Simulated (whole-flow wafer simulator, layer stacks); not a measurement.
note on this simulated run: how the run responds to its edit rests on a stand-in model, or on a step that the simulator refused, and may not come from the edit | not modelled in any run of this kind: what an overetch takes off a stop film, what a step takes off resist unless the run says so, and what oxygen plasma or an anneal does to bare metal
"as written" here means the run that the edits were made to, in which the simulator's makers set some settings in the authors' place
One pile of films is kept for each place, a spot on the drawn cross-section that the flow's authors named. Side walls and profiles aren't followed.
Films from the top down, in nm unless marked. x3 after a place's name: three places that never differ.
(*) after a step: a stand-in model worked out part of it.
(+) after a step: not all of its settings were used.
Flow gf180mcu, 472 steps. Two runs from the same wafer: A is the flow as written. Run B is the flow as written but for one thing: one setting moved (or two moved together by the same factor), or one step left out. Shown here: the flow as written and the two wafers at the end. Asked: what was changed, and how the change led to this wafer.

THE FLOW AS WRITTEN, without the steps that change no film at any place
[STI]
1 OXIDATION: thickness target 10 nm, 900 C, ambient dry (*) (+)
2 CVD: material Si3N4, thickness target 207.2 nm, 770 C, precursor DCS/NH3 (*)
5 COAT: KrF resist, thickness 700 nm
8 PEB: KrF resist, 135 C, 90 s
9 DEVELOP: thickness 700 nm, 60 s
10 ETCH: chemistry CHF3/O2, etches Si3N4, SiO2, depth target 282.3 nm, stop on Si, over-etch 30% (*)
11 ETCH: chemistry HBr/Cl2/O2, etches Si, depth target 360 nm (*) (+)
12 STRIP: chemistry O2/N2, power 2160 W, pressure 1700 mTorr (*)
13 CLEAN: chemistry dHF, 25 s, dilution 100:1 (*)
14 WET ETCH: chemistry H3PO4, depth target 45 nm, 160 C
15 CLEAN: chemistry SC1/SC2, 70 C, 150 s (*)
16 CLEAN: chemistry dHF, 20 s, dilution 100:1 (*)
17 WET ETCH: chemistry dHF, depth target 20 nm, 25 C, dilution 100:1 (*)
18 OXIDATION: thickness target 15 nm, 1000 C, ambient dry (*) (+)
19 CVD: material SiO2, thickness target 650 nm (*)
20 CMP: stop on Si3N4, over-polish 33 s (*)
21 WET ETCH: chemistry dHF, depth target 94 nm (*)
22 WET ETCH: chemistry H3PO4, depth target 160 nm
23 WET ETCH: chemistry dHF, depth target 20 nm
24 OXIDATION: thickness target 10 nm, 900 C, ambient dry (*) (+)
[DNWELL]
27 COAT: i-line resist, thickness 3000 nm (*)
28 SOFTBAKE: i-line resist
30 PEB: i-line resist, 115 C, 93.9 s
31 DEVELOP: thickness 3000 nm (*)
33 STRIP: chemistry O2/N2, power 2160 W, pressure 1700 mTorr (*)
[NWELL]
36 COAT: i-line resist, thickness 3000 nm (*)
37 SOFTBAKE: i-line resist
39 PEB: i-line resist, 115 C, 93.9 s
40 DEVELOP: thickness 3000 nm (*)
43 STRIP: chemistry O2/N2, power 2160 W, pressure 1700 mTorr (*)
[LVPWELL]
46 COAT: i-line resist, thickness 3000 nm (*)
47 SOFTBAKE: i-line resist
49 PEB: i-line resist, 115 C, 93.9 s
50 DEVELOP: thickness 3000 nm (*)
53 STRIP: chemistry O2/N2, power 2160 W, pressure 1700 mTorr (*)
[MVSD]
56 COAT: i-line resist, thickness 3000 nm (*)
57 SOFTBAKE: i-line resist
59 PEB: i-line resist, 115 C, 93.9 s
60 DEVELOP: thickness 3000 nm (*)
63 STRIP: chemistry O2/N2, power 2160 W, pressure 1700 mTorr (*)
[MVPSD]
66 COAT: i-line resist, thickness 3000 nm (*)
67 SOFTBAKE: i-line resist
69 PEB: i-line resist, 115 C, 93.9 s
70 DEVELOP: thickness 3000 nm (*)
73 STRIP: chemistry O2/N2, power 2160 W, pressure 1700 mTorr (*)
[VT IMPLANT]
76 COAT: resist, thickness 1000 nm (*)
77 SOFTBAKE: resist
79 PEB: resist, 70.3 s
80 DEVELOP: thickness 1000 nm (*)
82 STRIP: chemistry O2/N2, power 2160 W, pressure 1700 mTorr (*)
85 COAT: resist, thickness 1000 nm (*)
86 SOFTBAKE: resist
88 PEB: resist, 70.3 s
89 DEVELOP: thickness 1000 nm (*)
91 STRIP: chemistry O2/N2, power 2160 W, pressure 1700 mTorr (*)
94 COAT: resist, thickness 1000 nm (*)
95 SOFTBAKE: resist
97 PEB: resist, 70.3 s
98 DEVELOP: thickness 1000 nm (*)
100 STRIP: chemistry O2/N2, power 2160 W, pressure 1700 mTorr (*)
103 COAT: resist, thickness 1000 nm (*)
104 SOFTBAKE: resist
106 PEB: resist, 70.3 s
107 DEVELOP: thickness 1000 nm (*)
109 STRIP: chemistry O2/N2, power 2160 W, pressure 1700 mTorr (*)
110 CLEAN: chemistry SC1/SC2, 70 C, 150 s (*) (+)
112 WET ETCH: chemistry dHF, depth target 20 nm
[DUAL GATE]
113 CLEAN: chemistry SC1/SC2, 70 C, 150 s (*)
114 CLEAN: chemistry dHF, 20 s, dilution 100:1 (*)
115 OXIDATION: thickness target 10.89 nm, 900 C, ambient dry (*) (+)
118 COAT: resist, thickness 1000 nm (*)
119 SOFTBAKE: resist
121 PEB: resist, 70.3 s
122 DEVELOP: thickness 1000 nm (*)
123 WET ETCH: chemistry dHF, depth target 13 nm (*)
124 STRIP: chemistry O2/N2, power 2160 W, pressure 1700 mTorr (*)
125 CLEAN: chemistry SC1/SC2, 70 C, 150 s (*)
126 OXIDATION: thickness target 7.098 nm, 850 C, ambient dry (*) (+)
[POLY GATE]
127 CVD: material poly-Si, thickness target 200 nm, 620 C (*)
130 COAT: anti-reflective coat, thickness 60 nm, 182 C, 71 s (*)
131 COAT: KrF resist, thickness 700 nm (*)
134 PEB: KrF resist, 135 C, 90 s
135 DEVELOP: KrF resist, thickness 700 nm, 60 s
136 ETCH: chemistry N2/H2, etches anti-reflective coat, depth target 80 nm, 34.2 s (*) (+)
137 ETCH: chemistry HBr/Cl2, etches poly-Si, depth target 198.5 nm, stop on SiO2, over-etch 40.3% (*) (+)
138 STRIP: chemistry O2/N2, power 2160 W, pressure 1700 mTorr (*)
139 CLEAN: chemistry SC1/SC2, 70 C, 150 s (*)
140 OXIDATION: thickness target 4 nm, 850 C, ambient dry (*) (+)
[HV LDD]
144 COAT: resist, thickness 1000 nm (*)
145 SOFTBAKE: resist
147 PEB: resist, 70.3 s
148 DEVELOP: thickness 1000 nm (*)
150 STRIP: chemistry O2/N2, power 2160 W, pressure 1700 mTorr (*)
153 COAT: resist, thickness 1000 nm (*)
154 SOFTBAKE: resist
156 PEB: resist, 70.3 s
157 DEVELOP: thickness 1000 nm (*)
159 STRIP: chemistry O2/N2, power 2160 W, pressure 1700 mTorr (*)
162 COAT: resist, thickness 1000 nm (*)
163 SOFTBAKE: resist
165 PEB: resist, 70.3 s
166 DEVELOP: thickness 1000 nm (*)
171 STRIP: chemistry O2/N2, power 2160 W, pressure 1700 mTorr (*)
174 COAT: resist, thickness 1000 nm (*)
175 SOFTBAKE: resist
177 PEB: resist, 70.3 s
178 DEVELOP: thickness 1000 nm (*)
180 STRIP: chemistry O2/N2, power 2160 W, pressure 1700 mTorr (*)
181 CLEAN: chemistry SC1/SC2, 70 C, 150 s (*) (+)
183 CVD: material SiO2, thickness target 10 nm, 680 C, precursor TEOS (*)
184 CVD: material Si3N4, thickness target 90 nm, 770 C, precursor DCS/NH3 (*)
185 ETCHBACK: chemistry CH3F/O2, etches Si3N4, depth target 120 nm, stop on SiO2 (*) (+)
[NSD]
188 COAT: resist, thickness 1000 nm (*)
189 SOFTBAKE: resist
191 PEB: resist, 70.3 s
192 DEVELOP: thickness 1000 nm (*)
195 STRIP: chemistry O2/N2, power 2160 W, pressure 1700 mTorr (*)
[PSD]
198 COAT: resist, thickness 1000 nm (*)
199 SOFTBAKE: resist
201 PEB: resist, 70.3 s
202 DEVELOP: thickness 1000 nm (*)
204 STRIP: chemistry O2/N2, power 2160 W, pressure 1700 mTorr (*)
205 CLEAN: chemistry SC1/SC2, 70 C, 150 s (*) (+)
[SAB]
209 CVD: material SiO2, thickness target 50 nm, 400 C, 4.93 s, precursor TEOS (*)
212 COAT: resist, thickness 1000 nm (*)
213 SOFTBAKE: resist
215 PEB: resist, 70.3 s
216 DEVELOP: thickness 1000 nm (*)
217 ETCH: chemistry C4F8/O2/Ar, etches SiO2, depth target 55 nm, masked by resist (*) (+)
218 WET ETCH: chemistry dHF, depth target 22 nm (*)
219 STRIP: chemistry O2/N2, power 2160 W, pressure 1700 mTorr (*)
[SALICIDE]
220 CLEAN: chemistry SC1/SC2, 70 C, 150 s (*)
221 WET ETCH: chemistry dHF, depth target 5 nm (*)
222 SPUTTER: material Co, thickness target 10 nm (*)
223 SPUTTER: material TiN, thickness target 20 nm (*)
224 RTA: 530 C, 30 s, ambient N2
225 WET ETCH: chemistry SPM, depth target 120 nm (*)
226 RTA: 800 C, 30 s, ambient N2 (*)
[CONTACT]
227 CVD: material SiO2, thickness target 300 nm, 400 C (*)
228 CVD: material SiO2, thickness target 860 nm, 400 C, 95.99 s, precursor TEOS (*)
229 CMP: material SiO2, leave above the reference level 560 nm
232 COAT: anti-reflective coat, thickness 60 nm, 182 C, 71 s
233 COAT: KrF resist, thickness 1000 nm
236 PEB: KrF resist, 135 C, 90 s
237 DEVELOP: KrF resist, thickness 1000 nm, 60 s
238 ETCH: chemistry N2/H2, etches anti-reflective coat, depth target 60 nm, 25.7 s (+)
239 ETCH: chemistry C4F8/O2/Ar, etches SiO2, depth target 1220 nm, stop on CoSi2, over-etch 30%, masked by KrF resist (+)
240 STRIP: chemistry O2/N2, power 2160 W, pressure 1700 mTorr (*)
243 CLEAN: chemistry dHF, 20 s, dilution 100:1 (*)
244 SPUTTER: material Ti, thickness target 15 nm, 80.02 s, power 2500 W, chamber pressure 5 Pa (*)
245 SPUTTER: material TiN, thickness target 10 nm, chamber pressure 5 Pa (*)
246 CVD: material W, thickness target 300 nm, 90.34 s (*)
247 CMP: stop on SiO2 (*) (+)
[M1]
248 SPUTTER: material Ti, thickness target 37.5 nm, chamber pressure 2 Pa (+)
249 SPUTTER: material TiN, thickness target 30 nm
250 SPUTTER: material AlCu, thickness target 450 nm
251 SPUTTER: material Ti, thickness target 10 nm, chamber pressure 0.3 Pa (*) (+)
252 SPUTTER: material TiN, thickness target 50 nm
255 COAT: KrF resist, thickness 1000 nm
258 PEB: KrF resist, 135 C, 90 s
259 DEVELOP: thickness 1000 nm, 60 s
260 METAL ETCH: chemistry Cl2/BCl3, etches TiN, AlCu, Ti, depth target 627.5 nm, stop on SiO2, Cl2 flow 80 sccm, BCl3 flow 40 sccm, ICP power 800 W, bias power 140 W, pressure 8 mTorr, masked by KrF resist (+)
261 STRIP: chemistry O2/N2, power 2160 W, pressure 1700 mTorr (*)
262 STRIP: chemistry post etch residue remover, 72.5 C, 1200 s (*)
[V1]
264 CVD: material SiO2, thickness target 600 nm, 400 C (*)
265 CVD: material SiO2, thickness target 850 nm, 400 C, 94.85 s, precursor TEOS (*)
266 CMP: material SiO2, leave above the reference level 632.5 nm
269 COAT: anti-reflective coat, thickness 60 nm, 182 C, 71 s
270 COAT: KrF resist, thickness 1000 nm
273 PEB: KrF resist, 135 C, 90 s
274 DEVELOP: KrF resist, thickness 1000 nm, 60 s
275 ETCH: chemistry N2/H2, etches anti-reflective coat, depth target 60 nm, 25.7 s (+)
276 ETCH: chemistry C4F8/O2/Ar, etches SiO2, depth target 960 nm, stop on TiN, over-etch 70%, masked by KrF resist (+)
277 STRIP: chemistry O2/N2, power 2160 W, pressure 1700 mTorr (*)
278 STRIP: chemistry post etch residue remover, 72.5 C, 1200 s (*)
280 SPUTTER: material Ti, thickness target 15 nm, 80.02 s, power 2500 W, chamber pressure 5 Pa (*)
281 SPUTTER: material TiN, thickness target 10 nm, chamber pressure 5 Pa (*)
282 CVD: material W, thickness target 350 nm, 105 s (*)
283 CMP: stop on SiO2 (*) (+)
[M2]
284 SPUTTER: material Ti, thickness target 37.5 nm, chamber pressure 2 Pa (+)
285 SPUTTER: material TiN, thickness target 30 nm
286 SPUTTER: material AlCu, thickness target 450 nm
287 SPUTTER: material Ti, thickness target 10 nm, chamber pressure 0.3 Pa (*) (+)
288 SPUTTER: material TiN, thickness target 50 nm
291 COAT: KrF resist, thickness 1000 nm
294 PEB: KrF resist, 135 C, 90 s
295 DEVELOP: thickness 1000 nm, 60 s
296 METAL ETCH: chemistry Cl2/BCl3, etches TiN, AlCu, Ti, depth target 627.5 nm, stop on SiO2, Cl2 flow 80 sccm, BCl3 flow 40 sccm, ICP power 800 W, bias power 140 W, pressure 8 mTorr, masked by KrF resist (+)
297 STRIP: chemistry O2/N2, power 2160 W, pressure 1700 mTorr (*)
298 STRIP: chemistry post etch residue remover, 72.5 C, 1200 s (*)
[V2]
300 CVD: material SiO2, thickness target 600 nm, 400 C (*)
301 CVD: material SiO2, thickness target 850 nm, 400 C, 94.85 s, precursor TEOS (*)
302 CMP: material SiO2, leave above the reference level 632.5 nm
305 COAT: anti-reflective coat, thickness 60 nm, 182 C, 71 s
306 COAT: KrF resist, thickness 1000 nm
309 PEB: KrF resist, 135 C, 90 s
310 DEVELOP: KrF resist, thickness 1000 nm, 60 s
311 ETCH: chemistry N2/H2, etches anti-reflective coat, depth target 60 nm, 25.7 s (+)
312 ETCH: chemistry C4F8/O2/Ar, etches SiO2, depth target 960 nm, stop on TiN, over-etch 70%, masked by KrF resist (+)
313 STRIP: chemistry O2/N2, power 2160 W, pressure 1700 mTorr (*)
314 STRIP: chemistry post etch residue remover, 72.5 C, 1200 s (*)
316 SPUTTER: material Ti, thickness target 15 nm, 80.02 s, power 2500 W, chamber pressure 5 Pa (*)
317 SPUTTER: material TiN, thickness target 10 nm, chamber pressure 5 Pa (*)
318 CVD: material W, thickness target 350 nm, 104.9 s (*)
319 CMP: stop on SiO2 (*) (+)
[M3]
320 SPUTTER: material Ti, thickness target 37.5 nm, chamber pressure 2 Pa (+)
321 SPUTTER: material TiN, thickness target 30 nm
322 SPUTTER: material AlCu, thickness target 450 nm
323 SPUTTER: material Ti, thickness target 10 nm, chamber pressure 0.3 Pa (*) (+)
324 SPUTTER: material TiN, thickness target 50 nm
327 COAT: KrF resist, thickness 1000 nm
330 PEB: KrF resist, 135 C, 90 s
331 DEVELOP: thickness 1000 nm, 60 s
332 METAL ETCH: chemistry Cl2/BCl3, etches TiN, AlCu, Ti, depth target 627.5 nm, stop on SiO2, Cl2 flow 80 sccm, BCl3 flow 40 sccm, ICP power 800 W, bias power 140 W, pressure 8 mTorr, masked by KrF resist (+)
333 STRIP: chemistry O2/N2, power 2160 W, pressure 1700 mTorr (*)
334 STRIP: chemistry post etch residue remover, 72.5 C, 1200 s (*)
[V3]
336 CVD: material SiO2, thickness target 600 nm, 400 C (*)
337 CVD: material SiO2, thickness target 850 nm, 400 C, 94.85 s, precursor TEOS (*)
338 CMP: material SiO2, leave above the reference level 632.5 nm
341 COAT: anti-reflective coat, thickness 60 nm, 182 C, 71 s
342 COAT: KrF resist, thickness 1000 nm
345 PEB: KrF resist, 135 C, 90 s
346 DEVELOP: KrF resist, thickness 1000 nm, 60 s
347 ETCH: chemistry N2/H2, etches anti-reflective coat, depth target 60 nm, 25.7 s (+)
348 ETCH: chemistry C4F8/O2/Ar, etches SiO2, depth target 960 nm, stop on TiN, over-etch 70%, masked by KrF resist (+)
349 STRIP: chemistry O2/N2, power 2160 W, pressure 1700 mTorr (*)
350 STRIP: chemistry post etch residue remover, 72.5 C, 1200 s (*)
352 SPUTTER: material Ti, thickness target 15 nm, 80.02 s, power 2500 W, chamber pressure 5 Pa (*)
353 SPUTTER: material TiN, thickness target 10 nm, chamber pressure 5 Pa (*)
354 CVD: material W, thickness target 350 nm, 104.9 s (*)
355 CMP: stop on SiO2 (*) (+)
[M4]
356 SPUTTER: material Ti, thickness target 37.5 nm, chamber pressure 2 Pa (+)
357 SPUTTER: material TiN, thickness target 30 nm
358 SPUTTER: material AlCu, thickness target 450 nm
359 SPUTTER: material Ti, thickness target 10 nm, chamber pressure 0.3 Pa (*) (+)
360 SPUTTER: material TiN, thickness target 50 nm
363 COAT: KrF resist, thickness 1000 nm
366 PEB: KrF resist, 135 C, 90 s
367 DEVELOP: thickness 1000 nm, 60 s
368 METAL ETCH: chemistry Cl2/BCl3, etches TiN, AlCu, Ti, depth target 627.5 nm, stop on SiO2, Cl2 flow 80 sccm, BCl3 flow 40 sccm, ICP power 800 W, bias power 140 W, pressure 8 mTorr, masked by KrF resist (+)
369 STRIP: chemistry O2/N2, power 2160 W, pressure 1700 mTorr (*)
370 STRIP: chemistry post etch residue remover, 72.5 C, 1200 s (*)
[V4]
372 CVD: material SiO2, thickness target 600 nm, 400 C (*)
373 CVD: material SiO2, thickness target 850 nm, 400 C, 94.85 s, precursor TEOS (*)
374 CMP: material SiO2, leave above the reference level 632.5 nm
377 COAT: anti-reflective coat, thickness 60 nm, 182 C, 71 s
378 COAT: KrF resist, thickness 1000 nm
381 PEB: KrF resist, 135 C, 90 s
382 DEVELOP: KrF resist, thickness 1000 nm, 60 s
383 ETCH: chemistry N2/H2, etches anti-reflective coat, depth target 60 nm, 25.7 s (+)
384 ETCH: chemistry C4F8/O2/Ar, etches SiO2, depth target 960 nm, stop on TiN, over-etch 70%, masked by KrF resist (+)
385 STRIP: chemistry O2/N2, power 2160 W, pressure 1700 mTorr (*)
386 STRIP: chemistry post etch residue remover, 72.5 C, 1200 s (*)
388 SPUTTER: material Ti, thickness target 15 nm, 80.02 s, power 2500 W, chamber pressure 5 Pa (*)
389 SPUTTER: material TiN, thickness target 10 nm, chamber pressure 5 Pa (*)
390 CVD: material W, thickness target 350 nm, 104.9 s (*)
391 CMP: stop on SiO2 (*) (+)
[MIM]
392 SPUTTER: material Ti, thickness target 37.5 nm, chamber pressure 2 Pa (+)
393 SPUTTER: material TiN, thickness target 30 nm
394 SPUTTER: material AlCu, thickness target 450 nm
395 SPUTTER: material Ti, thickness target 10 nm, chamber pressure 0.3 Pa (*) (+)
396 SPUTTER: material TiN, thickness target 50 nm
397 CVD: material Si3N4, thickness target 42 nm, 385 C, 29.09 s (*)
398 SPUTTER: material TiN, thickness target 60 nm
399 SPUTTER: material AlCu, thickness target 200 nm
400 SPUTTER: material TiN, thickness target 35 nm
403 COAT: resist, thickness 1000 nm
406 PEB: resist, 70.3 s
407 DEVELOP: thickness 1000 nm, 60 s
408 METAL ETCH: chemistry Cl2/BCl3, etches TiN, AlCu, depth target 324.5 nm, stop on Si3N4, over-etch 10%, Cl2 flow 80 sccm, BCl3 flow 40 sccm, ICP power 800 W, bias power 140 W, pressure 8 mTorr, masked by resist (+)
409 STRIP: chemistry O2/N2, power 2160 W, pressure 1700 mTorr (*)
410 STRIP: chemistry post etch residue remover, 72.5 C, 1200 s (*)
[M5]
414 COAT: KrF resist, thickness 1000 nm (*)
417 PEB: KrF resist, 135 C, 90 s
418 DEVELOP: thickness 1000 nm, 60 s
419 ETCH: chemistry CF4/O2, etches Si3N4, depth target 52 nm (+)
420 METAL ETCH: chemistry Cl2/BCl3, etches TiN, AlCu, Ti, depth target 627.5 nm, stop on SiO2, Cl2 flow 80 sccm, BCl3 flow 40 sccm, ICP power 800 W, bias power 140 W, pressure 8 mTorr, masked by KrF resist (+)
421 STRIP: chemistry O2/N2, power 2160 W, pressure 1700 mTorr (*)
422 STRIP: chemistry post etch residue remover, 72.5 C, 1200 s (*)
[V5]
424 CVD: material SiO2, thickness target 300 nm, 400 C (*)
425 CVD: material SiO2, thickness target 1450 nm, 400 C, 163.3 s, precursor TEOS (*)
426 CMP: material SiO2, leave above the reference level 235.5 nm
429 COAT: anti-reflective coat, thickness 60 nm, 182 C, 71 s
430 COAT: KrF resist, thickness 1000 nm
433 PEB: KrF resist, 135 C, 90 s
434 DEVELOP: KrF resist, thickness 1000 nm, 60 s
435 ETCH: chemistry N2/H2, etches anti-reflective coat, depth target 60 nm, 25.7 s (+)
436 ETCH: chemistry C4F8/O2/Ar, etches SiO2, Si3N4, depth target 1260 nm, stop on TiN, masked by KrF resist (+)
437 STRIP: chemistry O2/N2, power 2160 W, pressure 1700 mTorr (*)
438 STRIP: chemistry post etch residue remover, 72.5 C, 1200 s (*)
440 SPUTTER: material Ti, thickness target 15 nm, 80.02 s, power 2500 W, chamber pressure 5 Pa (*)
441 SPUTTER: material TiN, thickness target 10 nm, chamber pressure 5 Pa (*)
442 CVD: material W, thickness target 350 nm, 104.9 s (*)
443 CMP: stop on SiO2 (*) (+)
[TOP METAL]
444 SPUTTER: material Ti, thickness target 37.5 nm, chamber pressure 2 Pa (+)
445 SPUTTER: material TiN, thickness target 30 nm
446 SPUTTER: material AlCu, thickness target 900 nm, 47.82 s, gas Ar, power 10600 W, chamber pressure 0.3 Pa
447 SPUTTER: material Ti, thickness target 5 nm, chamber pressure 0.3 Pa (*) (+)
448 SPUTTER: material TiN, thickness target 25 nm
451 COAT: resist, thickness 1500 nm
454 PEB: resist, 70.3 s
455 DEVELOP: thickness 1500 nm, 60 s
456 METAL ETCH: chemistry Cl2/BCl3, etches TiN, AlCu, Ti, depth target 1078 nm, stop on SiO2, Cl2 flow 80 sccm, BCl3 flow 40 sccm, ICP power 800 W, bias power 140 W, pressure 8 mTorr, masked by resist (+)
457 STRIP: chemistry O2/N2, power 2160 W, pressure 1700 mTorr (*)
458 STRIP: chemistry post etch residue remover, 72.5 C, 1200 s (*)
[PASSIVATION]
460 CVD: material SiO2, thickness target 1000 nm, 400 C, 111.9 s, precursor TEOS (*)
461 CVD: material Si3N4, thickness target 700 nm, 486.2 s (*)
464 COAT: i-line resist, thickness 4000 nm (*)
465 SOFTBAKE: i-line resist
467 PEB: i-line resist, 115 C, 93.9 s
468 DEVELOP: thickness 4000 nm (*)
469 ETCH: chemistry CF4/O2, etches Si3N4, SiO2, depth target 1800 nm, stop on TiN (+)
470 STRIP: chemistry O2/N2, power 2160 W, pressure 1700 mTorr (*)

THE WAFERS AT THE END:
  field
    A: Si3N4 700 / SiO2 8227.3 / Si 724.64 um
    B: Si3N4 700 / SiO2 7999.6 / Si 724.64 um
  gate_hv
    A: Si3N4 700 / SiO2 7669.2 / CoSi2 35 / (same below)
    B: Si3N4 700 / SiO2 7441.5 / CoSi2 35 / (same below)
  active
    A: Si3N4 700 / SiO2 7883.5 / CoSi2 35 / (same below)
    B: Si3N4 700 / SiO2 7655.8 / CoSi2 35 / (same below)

The cause: step 266, CMP: leave above the reference level 404.8 nm was run, where the flow has leave above the reference level 632.5 nm.

How the change led to this, step by step:
  266 CMP: material SiO2, leave above the reference level 632.5 nm
      field, field__w1, field__w2 and 99 more: A SiO2 -300 | B SiO2 -527.7
      field__w8, contact, m1 and 6 more: A SiO2 -877.1 | B SiO2 -1104.8
  276 ETCH: chemistry C4F8/O2/Ar, etches SiO2, depth target 960 nm, stop on TiN, over-etch 70%, masked by KrF resist (+)
      field, field__w1, field__w2 and 107 more: A KrF resist -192 | B KrF resist -117.2
      contact: A SiO2 -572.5 (all of it) | B SiO2 -344.8 (all of it)
  277 STRIP: chemistry O2/N2, power 2160 W, pressure 1700 mTorr (*)
      field, field__w1, field__w2 and 107 more: A KrF resist -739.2 (all of it), anti-reflective coat -60 (all of it) | B KrF resist -814 (all of it), anti-reflective coat -60 (all of it)
  280 SPUTTER: material Ti, thickness target 15 nm, 80.02 s, power 2500 W, chamber pressure 5 Pa (*)
      contact: A Ti +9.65 (new film) | B Ti +11.1 (new film)
  281 SPUTTER: material TiN, thickness target 10 nm, chamber pressure 5 Pa (*)
      contact: A TiN +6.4 (new film) | B TiN +7.36 (new film)
  282 CVD: material W, thickness target 350 nm, 105 s (*)
      contact: A W +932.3 (new film) | B W +702.2 (new film)
